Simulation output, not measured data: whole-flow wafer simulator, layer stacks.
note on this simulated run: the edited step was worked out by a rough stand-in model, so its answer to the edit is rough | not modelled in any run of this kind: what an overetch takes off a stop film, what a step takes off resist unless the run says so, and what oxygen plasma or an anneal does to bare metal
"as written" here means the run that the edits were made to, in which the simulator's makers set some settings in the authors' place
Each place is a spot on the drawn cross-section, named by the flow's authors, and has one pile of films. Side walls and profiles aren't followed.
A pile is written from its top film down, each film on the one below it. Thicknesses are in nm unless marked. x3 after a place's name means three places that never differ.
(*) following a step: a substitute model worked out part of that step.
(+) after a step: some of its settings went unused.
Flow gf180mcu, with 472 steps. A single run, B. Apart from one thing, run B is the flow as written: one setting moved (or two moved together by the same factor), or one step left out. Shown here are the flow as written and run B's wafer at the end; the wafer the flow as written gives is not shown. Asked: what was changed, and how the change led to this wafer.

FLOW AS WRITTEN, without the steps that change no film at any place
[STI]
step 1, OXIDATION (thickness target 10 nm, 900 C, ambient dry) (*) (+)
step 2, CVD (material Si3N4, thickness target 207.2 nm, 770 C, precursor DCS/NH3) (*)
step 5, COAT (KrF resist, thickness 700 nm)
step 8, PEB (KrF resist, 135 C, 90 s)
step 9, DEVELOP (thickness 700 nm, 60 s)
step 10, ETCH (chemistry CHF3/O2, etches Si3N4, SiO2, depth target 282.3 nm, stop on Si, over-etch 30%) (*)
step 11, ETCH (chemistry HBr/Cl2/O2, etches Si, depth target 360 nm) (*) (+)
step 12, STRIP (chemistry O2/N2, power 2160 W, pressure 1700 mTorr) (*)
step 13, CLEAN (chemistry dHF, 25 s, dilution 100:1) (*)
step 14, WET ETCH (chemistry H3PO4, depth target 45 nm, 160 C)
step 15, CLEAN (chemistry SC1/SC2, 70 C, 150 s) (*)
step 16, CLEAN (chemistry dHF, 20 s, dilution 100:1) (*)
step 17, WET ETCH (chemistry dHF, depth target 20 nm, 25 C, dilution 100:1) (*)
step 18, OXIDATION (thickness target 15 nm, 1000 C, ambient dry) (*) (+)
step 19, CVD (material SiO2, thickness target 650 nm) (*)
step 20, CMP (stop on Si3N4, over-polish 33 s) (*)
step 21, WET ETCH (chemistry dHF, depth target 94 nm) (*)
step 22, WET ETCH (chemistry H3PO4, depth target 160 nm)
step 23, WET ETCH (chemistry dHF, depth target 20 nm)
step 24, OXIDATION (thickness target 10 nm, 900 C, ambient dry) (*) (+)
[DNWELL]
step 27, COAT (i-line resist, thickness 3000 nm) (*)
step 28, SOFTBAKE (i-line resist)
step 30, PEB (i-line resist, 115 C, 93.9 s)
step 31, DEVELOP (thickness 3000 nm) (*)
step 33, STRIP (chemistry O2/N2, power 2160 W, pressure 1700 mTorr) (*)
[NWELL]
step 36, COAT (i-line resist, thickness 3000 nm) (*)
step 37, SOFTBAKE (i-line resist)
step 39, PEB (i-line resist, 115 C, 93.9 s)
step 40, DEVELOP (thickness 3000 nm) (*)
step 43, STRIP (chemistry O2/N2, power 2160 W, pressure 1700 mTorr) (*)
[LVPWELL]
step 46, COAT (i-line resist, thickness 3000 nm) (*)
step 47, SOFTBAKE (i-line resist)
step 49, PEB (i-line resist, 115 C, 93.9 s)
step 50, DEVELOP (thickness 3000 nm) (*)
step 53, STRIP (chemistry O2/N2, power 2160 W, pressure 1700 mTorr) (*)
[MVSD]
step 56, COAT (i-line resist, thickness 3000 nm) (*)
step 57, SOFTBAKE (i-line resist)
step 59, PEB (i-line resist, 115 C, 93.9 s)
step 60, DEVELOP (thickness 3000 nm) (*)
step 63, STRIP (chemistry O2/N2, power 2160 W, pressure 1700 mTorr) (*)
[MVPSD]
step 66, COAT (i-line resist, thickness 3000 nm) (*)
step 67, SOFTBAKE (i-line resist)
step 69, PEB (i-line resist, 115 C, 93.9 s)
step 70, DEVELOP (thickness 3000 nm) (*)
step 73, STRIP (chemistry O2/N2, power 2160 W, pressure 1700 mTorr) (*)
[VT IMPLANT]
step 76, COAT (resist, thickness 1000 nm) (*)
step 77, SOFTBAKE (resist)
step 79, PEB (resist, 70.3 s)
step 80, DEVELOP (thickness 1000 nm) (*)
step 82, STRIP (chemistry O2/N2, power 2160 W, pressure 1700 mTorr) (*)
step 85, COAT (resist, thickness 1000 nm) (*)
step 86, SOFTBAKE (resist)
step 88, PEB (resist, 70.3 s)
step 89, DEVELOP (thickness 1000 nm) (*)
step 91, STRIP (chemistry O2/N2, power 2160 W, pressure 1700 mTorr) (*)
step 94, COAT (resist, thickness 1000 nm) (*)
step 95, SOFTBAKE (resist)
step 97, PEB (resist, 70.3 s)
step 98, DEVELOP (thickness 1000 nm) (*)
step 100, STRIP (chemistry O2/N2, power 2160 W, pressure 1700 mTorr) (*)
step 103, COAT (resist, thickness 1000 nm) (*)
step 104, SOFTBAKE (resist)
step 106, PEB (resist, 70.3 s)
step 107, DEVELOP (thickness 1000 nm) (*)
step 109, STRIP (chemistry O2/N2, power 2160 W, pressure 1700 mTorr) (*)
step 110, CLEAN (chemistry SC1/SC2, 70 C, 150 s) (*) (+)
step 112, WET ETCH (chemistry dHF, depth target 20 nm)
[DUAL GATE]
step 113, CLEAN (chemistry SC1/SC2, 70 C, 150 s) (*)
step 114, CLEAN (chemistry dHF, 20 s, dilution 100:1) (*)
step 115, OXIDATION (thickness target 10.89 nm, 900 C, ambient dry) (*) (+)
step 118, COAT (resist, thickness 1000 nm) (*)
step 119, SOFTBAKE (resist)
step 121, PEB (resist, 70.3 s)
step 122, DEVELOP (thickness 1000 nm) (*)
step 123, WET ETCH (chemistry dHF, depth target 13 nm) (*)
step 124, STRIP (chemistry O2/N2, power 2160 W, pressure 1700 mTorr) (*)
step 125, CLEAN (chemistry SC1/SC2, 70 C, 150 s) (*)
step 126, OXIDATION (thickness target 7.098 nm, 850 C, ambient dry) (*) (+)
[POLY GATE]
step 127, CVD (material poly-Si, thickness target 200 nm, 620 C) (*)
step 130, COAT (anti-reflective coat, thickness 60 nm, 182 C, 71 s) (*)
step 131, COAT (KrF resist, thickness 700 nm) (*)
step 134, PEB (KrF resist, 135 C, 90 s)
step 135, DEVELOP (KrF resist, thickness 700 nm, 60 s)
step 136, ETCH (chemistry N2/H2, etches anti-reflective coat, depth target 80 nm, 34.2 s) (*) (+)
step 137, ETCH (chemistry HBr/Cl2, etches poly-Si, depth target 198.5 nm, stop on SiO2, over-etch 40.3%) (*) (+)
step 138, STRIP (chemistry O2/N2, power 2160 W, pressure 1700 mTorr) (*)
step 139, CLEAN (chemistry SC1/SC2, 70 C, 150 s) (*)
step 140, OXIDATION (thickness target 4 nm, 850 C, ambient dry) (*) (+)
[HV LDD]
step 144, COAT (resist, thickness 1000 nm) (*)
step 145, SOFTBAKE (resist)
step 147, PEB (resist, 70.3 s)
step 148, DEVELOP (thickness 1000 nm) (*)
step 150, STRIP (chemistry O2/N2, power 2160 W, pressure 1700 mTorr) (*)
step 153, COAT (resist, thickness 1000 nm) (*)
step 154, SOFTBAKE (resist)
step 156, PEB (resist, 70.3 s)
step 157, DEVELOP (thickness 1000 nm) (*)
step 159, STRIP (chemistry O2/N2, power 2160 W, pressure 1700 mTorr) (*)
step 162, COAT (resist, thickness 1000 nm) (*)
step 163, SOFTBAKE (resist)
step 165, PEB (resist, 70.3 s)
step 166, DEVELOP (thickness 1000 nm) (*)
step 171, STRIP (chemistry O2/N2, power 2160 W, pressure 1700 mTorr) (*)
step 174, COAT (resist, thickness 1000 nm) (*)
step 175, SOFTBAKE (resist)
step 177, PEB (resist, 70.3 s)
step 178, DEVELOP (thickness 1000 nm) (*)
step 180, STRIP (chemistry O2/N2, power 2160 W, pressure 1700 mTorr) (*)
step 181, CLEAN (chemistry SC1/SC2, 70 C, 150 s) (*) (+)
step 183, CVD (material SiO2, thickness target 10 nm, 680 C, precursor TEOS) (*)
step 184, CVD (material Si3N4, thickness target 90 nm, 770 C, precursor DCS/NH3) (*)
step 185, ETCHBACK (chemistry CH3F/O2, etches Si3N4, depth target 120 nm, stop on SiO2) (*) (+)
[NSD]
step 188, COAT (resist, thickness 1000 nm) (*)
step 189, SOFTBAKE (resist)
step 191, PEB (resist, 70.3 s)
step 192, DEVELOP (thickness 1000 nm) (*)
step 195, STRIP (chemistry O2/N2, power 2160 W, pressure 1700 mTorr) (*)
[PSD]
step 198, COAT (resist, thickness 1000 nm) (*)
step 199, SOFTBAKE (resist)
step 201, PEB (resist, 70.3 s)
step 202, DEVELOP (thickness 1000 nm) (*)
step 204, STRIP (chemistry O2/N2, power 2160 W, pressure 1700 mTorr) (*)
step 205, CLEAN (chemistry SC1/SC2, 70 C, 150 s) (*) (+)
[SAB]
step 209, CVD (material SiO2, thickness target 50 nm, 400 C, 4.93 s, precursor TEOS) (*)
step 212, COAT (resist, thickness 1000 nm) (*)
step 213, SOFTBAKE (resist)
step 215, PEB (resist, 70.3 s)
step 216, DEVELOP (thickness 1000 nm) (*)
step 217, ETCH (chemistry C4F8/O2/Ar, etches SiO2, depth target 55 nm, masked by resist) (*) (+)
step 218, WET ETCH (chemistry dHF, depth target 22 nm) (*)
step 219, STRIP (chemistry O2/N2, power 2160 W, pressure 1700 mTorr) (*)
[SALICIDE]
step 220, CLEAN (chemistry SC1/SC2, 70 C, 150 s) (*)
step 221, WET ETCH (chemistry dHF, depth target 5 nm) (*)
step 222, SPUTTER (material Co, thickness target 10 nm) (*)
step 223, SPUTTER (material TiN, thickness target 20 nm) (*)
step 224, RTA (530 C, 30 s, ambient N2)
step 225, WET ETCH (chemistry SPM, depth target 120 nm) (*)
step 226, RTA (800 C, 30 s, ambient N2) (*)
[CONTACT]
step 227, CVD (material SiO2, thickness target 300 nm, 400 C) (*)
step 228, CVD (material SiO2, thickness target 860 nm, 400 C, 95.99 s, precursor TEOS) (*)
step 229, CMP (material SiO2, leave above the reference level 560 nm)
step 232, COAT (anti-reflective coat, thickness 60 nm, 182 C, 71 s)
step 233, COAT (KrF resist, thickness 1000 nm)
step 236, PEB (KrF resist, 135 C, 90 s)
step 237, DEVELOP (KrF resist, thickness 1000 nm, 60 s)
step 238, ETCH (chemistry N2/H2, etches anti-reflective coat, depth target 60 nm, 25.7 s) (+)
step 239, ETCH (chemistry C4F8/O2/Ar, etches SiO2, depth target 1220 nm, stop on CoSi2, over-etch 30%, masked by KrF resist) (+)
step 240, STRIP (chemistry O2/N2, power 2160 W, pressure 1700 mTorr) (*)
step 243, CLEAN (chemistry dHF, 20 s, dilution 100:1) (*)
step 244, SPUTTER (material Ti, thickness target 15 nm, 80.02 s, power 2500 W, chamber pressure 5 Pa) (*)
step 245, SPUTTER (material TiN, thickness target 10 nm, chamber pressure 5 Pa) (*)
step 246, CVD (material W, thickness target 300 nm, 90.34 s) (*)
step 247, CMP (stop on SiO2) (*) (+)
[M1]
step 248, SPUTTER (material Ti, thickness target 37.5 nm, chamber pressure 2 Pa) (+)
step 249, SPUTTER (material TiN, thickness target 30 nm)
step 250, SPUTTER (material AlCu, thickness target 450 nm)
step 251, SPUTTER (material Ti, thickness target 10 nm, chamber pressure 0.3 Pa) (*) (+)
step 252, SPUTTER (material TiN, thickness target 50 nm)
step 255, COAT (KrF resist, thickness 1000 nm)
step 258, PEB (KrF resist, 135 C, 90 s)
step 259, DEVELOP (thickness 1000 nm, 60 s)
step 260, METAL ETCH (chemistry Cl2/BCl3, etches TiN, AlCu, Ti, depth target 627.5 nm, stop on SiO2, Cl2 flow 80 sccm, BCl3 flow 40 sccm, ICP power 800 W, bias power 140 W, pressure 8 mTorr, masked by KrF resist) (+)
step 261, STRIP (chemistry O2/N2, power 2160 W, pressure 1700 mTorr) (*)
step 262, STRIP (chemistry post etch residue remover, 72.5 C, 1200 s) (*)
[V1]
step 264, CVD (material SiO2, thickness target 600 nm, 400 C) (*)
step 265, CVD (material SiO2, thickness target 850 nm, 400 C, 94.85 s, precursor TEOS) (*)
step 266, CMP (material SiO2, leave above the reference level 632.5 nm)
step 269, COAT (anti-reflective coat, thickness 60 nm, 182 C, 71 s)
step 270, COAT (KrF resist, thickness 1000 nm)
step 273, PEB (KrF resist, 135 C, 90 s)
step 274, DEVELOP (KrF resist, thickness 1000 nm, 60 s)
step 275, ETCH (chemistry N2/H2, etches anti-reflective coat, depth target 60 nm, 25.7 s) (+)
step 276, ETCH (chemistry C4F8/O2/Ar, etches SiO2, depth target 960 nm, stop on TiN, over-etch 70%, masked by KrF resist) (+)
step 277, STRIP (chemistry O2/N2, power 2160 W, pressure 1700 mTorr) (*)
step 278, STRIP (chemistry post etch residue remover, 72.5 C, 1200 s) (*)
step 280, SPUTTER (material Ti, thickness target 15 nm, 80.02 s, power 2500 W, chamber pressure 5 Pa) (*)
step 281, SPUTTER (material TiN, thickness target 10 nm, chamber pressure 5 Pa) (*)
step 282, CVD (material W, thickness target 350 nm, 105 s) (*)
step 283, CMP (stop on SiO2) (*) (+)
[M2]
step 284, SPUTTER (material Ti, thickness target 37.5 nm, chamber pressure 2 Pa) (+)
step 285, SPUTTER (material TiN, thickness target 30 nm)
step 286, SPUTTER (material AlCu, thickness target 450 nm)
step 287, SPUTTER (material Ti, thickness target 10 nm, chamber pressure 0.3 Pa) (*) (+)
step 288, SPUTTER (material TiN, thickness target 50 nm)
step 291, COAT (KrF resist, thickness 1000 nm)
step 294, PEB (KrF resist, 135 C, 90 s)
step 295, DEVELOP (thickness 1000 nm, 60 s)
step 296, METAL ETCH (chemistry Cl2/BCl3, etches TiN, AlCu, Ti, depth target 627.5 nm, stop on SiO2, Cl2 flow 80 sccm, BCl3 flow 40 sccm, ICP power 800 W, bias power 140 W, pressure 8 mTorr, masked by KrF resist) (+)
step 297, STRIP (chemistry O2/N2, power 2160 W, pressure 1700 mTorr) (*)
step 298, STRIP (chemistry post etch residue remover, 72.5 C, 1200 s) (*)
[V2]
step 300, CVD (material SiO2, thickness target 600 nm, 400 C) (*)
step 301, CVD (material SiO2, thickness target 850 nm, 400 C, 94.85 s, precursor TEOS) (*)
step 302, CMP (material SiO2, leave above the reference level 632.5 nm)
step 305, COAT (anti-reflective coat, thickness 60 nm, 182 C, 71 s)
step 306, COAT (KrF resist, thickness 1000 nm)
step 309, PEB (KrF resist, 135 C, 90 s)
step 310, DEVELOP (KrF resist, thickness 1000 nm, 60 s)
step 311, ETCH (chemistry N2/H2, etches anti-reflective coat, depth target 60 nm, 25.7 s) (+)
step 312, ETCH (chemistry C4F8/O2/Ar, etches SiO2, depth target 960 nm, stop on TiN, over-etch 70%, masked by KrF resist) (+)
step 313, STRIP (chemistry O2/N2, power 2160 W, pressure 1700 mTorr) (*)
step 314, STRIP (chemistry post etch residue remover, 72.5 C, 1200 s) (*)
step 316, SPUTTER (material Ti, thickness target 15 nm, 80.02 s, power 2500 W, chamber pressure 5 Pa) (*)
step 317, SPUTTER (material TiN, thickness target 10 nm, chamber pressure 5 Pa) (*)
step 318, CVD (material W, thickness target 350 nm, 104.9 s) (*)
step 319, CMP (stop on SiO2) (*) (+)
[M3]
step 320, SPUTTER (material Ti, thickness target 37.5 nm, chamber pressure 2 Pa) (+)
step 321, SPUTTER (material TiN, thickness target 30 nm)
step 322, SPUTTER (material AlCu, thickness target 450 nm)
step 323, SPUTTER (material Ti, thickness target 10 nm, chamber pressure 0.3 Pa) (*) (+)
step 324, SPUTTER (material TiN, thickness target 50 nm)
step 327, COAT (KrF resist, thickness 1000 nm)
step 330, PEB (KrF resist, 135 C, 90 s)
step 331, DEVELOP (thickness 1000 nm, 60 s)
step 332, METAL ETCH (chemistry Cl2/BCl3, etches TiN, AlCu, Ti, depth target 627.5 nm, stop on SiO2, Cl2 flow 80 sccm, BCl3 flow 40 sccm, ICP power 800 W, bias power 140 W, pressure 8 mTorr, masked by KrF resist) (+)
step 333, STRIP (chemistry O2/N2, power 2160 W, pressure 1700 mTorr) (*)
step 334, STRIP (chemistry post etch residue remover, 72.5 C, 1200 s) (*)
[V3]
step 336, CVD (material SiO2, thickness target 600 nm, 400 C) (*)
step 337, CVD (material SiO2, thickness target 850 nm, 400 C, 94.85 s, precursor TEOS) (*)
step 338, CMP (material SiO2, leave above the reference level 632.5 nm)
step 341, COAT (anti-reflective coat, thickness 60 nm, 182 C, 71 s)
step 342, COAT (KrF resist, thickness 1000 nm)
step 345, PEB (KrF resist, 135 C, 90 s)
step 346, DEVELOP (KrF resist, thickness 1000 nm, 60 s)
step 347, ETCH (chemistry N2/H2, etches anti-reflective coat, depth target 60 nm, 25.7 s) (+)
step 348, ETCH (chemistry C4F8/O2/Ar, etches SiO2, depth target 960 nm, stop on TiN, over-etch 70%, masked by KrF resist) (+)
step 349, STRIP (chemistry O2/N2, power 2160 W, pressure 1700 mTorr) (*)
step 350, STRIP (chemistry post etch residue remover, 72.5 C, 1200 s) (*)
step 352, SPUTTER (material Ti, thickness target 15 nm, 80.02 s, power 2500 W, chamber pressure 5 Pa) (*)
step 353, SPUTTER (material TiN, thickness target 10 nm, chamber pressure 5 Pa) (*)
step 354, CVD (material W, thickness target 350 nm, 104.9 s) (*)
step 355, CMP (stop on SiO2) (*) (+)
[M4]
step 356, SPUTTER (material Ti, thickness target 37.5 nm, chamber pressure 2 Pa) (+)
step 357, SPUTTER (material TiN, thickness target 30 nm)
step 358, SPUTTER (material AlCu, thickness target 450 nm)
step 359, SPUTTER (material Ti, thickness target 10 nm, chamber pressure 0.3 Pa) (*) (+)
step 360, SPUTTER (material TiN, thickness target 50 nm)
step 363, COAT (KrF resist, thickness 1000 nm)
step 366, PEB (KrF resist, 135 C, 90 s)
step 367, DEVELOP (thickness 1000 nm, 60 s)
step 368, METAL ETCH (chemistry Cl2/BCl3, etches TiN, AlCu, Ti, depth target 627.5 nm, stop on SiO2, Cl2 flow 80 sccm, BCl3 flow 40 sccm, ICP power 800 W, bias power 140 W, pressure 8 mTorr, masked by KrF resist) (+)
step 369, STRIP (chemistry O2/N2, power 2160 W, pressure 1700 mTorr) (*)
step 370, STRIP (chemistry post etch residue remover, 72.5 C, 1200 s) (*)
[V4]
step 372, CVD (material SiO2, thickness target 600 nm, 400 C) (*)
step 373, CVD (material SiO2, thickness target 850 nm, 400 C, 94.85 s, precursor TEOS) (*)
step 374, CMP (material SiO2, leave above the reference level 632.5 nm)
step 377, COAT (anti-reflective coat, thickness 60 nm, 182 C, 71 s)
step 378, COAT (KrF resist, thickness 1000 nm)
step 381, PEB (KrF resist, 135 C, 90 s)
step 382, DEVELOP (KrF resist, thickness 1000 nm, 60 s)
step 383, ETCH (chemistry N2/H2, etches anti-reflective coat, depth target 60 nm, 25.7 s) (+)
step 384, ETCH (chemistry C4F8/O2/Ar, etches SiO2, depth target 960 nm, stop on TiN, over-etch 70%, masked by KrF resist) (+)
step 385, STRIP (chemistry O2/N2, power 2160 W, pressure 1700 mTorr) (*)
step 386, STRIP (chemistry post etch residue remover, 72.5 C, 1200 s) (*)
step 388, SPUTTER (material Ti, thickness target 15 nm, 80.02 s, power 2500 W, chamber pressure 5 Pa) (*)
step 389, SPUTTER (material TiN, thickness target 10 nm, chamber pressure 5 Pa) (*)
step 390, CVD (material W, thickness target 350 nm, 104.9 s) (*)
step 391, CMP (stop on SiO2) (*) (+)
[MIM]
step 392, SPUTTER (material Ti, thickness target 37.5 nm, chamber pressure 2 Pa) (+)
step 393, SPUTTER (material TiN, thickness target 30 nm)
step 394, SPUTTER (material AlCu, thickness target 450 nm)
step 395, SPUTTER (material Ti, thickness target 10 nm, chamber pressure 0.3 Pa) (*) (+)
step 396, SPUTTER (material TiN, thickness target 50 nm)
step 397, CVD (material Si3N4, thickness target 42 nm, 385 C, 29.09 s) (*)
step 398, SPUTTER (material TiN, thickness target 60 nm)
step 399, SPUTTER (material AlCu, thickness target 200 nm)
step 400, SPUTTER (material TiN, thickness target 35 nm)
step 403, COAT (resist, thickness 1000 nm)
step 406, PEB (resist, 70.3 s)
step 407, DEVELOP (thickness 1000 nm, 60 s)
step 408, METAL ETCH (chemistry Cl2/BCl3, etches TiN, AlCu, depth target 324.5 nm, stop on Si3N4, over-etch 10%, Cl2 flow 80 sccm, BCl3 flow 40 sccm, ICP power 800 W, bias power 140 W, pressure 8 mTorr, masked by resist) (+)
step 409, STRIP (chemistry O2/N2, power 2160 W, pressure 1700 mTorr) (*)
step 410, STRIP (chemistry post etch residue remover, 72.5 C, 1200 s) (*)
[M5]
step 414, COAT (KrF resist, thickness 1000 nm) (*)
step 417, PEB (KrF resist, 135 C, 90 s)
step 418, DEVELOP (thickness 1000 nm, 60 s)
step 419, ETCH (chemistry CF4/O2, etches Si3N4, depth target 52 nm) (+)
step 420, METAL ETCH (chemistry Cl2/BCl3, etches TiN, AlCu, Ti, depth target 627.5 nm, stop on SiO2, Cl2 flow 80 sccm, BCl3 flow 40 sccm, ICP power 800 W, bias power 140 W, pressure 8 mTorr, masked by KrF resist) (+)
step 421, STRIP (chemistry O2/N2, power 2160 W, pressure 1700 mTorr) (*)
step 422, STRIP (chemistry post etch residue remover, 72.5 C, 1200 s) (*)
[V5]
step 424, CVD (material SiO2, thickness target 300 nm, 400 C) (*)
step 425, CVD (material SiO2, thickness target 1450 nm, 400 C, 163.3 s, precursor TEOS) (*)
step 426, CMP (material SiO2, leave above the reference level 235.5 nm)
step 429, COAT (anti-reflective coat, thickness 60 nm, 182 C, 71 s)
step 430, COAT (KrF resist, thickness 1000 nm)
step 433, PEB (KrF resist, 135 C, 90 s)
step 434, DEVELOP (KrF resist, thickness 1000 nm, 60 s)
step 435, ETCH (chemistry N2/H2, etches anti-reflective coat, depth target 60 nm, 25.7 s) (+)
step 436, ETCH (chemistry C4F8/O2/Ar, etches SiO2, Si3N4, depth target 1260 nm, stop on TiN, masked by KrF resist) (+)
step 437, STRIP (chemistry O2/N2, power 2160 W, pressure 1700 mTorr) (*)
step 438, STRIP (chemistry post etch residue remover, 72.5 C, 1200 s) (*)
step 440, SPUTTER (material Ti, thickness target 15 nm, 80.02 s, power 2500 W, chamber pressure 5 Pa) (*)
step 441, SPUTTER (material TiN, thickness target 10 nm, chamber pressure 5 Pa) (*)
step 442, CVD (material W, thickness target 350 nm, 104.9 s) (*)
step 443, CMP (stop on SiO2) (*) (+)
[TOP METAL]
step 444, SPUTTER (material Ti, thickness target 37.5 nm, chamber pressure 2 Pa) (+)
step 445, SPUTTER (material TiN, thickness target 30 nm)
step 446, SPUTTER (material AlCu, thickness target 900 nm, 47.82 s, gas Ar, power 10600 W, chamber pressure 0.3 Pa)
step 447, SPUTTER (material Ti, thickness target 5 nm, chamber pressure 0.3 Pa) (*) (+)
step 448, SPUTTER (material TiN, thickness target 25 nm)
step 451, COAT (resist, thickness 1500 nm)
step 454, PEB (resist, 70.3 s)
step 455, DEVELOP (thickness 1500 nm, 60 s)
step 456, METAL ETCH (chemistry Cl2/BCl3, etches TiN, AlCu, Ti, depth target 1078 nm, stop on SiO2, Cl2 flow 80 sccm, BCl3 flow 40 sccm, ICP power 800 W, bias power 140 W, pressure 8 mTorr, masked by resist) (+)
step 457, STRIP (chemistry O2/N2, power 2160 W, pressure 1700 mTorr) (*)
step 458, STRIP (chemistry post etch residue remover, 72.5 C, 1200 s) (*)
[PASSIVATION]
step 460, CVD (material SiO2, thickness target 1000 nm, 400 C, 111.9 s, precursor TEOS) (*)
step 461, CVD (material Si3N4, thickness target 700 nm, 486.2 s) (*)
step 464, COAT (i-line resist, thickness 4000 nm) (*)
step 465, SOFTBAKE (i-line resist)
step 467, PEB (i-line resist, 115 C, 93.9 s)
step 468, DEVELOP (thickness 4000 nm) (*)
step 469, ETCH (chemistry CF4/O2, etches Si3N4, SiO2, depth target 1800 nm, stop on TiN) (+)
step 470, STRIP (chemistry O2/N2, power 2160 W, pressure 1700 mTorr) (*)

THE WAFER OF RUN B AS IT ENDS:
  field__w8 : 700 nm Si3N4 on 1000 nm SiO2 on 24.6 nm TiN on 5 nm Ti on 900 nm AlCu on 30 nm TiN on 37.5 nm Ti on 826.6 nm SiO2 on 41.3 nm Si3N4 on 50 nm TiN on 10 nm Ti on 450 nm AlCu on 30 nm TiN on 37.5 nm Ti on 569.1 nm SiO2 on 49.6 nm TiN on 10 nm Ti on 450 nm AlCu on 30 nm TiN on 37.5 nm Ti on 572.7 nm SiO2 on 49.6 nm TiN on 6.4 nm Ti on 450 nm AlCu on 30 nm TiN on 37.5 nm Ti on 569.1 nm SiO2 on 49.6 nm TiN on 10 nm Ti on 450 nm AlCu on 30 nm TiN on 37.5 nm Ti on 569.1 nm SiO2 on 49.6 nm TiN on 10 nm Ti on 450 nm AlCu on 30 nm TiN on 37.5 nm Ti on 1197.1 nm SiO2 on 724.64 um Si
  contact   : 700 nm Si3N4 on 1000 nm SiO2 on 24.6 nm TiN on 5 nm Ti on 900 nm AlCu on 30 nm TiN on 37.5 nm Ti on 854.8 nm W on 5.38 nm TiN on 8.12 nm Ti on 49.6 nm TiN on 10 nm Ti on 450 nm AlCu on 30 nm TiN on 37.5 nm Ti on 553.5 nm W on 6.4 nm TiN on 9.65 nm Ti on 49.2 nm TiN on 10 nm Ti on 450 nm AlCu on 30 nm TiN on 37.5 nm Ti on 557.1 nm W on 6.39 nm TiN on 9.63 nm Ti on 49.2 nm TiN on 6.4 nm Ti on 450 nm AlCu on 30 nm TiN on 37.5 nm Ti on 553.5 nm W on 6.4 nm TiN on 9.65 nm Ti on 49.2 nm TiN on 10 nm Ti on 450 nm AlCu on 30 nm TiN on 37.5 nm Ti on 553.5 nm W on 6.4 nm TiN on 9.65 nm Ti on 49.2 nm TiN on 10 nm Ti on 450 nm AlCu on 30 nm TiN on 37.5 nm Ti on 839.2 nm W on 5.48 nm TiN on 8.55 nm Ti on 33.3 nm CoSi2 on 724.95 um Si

Cause: step 323, SPUTTER: thickness target 6.4 nm was run, while the flow as written has thickness target 10 nm.
The wafer itself shows it: field__w8 has Ti 6.4, and step 323 as written asks for 10 nm.

The path from the change to this, step by step:
  step 323, SPUTTER (material Ti, thickness target 10 nm, chamber pressure 0.3 Pa) (*) (+)
      field, field__w1, field__w2 and 108 more: Ti gains 6.4 (new film) (it would be, as written: Ti gains 10 (new film))
  step 332, METAL ETCH (chemistry Cl2/BCl3, etches TiN, AlCu, Ti, depth target 627.5 nm, stop on SiO2, Cl2 flow 80 sccm, BCl3 flow 40 sccm, ICP power 800 W, bias power 140 W, pressure 8 mTorr, masked by KrF resist) (+)
      field, field__w1, field__w2 and 103 more: TiN loses 50 (all of it), Ti loses 6.4 (all of it), AlCu loses 450 (all of it), TiN loses 30 (all of it), Ti loses 37.5 (all of it) (it would be, as written: TiN loses 50 (all of it), Ti loses 10 (all of it), AlCu loses 450 (all of it), TiN loses 30 (all of it), Ti loses 37.5 (all of it))
